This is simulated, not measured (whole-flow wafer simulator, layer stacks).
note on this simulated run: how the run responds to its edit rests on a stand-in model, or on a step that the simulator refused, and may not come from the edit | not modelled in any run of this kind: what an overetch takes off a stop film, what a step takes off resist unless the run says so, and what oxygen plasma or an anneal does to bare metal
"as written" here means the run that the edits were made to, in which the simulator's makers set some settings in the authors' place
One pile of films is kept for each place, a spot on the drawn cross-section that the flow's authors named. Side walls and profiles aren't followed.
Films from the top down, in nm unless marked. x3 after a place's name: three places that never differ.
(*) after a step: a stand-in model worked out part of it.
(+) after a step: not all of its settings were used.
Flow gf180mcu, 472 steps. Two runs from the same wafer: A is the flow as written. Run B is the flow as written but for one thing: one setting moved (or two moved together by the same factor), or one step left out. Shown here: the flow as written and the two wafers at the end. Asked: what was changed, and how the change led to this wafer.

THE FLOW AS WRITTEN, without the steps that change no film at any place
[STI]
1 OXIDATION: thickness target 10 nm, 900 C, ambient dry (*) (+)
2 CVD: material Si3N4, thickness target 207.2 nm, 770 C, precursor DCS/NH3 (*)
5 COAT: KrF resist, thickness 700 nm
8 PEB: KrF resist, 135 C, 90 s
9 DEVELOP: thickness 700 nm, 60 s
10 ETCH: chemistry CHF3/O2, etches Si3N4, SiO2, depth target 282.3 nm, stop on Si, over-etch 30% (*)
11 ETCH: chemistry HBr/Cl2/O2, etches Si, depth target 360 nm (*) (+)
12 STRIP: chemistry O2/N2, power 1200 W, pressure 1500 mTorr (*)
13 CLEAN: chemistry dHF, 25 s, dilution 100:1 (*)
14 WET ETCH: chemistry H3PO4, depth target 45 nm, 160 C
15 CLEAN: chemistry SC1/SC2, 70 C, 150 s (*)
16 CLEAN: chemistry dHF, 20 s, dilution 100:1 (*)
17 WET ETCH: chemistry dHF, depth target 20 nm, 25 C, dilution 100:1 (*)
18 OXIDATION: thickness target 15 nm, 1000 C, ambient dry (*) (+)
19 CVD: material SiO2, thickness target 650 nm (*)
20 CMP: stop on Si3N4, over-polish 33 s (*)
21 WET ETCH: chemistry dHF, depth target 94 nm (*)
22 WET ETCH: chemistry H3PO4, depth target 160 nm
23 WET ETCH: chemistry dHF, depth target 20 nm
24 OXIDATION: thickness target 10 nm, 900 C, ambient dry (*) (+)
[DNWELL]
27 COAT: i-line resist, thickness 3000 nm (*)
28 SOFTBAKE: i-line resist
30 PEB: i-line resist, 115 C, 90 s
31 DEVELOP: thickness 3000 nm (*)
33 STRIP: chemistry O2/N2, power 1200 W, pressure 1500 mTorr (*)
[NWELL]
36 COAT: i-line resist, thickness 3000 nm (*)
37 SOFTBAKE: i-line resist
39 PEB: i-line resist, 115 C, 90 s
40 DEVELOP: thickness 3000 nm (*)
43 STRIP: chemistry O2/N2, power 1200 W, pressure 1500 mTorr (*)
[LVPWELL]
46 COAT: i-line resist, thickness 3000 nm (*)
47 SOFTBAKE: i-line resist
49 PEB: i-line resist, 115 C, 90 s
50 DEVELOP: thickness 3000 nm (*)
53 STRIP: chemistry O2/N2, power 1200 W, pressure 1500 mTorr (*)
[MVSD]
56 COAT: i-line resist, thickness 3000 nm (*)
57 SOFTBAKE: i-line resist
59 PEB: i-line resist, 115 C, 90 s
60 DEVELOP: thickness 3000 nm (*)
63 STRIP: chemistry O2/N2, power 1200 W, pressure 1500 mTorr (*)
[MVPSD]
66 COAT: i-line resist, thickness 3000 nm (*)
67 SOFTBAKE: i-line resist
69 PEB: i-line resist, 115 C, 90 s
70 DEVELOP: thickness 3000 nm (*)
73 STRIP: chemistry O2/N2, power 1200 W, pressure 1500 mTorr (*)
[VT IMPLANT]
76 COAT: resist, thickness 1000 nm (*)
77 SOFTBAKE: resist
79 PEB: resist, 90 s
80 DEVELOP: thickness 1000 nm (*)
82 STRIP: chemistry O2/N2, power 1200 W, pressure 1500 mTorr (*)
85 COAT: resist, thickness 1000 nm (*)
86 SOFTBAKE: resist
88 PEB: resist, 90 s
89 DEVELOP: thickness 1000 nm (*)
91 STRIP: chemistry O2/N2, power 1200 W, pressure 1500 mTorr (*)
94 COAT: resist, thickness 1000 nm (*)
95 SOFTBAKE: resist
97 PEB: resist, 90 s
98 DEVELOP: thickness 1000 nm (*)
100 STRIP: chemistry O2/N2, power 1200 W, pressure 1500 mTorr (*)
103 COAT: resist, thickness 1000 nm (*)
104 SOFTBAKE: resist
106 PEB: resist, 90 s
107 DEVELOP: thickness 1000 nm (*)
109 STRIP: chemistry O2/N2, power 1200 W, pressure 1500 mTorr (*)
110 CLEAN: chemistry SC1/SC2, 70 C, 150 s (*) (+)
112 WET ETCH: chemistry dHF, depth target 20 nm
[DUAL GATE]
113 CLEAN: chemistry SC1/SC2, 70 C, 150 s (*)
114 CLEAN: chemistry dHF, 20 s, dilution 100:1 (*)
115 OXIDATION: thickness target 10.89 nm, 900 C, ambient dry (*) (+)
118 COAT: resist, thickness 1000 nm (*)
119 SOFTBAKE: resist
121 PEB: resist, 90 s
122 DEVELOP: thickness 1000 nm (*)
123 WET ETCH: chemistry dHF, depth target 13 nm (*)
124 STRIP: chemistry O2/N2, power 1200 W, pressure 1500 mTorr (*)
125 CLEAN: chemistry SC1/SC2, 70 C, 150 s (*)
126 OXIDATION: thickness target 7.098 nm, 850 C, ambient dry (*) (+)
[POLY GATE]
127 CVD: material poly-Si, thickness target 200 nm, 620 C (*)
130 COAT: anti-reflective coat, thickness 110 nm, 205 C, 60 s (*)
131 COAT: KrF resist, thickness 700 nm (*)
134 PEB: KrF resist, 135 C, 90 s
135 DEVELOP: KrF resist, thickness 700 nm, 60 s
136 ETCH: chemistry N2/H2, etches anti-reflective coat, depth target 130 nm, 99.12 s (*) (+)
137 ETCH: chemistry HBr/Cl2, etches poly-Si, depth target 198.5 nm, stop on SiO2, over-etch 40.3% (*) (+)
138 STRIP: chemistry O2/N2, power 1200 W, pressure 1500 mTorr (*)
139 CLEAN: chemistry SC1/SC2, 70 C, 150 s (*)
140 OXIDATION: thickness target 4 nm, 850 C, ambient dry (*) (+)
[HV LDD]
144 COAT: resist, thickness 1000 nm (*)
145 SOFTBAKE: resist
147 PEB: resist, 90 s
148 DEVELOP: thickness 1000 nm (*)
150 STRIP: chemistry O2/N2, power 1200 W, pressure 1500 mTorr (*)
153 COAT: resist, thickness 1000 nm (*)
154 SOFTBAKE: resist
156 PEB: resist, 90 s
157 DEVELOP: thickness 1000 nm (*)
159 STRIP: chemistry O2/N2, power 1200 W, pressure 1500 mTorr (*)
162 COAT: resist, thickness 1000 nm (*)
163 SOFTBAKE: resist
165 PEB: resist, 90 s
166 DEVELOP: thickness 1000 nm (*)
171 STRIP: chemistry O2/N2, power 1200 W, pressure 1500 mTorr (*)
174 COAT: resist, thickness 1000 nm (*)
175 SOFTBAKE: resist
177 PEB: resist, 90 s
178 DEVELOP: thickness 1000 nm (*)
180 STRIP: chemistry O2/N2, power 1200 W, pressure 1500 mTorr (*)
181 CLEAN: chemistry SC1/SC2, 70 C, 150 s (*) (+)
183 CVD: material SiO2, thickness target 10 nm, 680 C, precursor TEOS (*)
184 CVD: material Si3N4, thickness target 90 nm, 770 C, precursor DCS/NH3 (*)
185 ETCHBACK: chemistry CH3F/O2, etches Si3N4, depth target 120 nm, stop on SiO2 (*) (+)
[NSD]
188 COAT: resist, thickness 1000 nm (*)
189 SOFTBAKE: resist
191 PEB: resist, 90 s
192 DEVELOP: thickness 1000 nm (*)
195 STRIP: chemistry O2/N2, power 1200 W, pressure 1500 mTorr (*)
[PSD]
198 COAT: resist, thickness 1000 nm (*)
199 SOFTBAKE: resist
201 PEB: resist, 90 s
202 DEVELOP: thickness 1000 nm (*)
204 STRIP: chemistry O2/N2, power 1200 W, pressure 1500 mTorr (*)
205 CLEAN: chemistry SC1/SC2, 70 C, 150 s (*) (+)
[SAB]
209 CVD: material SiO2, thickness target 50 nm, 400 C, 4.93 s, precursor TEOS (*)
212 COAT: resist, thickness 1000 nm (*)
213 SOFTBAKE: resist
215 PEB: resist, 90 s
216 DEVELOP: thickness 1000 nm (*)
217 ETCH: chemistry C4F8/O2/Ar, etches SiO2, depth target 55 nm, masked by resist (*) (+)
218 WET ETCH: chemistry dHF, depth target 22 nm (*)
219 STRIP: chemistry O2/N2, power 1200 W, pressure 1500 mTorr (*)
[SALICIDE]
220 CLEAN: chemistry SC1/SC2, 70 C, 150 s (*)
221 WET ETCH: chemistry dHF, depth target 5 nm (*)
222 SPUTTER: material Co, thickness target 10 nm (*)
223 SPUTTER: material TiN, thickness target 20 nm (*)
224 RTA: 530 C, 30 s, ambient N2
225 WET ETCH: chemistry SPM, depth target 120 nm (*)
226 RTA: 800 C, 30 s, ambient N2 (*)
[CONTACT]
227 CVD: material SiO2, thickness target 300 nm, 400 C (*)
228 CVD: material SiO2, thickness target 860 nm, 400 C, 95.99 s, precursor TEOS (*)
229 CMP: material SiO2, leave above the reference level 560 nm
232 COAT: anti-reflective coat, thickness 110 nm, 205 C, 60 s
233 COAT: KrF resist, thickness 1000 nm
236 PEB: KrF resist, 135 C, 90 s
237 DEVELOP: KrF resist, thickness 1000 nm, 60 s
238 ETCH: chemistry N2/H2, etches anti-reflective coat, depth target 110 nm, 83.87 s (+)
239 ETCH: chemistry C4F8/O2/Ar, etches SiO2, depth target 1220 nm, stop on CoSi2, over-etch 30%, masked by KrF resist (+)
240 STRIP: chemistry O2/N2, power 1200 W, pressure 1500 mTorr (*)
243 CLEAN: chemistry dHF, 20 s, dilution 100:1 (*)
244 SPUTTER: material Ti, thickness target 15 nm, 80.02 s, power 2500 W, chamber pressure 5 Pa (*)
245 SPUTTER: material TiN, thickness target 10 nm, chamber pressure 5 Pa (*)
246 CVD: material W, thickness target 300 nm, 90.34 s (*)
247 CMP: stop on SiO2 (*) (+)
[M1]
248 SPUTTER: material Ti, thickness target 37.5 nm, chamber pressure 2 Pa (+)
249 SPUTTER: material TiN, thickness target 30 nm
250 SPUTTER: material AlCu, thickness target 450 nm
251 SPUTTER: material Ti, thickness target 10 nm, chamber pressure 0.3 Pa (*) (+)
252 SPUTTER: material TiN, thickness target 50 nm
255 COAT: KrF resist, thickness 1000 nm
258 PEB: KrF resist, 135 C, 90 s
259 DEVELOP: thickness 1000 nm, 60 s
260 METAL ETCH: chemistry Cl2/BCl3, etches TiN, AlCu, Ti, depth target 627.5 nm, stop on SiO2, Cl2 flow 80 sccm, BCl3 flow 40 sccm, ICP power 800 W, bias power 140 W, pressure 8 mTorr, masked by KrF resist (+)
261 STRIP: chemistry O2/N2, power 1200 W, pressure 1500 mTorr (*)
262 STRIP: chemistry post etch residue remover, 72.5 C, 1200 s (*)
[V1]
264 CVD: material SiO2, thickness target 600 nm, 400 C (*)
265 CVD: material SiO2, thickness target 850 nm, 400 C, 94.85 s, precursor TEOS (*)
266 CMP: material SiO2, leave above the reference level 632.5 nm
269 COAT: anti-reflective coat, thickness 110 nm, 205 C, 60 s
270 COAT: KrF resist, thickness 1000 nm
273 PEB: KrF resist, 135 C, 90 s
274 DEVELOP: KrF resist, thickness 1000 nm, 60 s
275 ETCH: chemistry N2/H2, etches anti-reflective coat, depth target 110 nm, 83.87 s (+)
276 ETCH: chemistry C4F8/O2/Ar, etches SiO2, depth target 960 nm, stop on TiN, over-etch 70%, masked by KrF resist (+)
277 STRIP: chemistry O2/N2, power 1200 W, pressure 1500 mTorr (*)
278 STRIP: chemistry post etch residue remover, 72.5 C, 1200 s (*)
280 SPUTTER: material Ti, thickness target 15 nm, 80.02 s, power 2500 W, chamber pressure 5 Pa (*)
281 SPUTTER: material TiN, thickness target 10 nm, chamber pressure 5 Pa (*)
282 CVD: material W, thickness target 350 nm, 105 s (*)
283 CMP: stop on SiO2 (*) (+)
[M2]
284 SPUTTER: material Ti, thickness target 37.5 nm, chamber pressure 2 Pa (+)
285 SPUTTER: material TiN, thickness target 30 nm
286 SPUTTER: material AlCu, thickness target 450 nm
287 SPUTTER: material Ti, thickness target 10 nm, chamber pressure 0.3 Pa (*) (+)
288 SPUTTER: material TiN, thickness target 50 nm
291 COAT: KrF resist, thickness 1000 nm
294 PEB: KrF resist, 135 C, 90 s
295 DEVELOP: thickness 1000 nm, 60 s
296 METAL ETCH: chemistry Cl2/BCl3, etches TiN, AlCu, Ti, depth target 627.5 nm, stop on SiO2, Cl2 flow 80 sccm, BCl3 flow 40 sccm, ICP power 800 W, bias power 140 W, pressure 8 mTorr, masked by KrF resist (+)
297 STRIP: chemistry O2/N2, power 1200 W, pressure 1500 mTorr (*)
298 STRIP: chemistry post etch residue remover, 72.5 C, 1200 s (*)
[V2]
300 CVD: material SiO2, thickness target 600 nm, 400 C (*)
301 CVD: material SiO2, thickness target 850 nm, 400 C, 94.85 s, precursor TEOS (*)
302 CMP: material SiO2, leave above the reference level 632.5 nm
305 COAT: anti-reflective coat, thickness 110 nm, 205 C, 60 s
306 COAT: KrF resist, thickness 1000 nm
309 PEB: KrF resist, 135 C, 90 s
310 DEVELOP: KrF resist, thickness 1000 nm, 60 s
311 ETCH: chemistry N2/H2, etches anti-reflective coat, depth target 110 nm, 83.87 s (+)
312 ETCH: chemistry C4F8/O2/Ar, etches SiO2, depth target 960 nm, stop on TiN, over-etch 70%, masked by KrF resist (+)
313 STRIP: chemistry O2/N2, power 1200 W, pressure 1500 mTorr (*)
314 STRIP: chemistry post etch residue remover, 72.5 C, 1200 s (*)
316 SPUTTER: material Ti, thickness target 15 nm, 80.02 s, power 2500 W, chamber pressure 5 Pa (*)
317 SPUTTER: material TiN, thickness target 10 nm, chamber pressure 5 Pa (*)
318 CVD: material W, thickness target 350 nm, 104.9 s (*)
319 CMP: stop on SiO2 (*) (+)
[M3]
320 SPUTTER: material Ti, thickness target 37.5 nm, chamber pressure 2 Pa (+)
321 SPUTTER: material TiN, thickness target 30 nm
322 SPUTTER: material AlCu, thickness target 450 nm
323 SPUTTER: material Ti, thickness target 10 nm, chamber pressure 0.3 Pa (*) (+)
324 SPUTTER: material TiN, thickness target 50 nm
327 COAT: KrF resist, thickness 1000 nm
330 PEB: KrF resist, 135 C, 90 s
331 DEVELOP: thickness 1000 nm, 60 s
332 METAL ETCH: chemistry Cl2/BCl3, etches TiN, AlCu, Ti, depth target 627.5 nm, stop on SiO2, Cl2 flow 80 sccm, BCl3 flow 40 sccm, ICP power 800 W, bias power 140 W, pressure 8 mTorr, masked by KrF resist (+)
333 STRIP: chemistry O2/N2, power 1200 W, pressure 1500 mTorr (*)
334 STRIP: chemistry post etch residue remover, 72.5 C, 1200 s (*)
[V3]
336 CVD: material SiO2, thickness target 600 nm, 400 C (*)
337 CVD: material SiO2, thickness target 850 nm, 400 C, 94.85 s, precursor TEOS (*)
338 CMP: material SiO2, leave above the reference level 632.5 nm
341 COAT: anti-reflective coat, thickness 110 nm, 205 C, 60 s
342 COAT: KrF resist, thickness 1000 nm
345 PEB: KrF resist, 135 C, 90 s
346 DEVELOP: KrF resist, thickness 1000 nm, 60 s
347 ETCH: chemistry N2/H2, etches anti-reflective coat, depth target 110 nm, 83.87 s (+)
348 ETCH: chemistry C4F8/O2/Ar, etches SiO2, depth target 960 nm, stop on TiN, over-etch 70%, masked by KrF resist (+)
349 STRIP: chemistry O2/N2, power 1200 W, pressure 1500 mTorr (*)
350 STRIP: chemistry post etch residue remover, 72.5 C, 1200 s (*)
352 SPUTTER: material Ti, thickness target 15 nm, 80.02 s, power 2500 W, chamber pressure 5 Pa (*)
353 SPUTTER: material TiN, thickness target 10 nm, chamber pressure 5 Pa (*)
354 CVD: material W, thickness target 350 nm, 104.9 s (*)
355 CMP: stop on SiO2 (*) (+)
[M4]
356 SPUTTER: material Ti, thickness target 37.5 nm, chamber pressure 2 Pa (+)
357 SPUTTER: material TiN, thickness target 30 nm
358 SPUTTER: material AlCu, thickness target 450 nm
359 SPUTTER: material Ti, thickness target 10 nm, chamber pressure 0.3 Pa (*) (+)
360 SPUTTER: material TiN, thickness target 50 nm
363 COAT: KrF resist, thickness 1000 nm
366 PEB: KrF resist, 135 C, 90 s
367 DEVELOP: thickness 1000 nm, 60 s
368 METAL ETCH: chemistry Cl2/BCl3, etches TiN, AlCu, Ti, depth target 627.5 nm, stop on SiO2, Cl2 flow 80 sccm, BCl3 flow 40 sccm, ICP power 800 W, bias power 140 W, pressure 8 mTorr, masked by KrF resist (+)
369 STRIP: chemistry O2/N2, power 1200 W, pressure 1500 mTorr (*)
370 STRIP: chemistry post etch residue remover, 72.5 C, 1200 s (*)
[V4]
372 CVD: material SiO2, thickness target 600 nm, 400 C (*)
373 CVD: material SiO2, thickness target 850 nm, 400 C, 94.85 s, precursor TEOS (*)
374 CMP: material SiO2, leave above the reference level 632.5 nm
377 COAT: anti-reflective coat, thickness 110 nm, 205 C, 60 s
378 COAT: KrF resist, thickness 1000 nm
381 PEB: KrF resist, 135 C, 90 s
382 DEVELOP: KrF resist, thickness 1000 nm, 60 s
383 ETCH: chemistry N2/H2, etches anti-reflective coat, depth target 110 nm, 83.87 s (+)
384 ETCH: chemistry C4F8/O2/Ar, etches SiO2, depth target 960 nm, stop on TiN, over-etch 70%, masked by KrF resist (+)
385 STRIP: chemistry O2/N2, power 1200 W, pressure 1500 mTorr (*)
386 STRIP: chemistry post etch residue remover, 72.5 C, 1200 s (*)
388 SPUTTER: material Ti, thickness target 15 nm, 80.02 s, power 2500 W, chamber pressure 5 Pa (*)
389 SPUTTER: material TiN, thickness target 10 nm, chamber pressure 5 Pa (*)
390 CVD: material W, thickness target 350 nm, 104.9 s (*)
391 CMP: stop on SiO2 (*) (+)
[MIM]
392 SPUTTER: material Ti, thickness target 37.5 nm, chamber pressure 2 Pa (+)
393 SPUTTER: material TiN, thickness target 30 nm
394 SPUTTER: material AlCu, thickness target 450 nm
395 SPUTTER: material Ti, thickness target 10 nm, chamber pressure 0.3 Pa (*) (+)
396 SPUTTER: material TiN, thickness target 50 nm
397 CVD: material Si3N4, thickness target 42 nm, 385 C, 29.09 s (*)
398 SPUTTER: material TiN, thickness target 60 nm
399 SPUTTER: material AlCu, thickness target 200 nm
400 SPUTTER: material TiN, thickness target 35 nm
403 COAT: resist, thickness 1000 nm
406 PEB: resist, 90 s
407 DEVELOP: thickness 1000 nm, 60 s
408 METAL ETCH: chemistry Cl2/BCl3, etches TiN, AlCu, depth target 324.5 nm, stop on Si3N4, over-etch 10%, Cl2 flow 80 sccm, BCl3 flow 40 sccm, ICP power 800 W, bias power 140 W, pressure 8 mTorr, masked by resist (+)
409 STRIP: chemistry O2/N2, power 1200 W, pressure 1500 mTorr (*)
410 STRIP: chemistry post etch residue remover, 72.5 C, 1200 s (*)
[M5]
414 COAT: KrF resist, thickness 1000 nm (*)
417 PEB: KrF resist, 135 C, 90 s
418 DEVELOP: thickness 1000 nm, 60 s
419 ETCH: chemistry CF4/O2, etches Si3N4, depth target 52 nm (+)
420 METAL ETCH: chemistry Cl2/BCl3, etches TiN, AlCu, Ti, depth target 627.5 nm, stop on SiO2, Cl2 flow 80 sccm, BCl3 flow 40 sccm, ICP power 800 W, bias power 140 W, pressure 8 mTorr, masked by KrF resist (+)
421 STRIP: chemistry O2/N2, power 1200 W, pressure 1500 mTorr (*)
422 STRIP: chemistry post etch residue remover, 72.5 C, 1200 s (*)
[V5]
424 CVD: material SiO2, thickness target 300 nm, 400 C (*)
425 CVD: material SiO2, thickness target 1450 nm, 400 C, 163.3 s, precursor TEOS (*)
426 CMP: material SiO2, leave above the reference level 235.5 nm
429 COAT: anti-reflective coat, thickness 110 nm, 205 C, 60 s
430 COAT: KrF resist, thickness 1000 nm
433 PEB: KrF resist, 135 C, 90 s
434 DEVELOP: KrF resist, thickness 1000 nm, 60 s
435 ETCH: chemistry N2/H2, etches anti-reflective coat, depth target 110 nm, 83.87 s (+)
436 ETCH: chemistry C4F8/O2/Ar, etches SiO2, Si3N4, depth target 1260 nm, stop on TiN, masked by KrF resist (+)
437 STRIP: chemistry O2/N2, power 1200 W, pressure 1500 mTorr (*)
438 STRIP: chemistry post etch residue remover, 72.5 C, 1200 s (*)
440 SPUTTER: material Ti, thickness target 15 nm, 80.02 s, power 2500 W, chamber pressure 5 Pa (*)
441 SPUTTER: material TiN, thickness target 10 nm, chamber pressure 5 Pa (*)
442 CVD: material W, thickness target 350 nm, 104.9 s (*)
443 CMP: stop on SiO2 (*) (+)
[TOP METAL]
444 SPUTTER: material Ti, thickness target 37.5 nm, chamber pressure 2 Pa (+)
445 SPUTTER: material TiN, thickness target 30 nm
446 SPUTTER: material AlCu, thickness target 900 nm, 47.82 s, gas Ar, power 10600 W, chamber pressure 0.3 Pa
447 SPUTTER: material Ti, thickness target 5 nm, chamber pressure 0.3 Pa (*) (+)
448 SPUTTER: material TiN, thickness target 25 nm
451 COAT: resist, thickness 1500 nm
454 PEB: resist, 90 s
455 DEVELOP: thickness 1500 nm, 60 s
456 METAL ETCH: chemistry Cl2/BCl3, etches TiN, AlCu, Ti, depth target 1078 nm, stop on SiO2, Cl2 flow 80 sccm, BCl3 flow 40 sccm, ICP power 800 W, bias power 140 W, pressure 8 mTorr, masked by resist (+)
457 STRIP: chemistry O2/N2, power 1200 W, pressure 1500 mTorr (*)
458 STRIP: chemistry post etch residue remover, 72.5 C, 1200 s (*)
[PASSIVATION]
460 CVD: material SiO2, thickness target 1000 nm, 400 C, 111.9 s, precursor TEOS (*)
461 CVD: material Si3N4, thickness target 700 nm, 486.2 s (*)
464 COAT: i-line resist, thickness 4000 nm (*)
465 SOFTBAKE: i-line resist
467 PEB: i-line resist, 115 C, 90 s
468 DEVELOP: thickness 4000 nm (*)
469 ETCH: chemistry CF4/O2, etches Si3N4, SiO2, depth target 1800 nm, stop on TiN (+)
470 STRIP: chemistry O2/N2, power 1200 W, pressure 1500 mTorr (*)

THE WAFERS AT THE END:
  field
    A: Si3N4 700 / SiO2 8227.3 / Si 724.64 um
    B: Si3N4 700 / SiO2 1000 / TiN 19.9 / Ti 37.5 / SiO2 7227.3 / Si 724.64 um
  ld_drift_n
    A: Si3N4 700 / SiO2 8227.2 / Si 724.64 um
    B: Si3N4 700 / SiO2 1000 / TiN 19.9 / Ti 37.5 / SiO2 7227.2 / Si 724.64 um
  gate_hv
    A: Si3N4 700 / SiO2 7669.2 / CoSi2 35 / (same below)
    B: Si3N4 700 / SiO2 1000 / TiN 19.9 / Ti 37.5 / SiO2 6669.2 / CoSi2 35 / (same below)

The cause: step 446, SPUTTER: 54.99 s was run, where the flow has 47.82 s.

How the change led to this, step by step:
  446 SPUTTER: material AlCu, thickness target 900 nm, 47.82 s, gas Ar, power 10600 W, chamber pressure 0.3 Pa
      field, field__w1, field__w2 and 109 more: A AlCu +900 (new film) | B AlCu +1037.8 (new film)
  456 METAL ETCH: chemistry Cl2/BCl3, etches TiN, AlCu, Ti, depth target 1078 nm, stop on SiO2, Cl2 flow 80 sccm, BCl3 flow 40 sccm, ICP power 800 W, bias power 140 W, pressure 8 mTorr, masked by resist (+)
      field, field__w1, field__w2 and 103 more: A TiN -25 (all of it), Ti -5 (all of it), AlCu -900 (all of it), TiN -30 (all of it), Ti -37.5 (all of it) | B TiN -25 (all of it), Ti -5 (all of it), AlCu -1037.8 (all of it), TiN -9.67
  460 CVD: material SiO2, thickness target 1000 nm, 400 C, 111.9 s, precursor TEOS (*)
      field, field__w1, field__w2 and 103 more: A SiO2 +1000 | B SiO2 +1000 (new film)
  464 COAT: i-line resist, thickness 4000 nm (*)
      field__w8: A i-line resist +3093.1 (new film) | B i-line resist +3022.5 (new film)
      contact: A i-line resist +3153.6 (new film) | B i-line resist +3063.6 (new film)
      (and at 4 more places)
  465 SOFTBAKE: i-line resist
      field__w11, field__w13: A i-line resist +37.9 | B i-line resist +35.2
      sd_p_hv, nw_enc_fld__w1: A i-line resist +36.6 | B i-line resist +33.2
      (and at 58 more places)
  467 PEB: i-line resist, 115 C, 90 s
      field__w8, m1__w1: A i-line resist -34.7 | B i-line resist -33.4
      contact, m1: A i-line resist -35.1 | B i-line resist -33.7
      (and at 2 more places)
  468 DEVELOP: thickness 4000 nm (*)
      pad: A i-line resist -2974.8 (all of it) | B i-line resist -2895.1 (all of it)
  470 STRIP: chemistry O2/N2, power 1200 W, pressure 1500 mTorr (*)
      field__w8, m1__w1: A i-line resist -1787.7 (all of it) | B i-line resist -1710.2 (all of it)
      contact: A i-line resist -1811.2 (all of it) | B i-line resist -1727 (all of it)
      (and at 2 more places)
Counting metal films that touch as one body, field has 1 body; the flow as written gives 0 bodies.
Counting metal films that touch as one body, ld_drift_n has 1 body; the flow as written gives 0 bodies.
Counting metal films that touch as one body, gate_hv has 2 bodies (between them, from the top down: SiO2 6669.2); the flow as written gives 1 body.
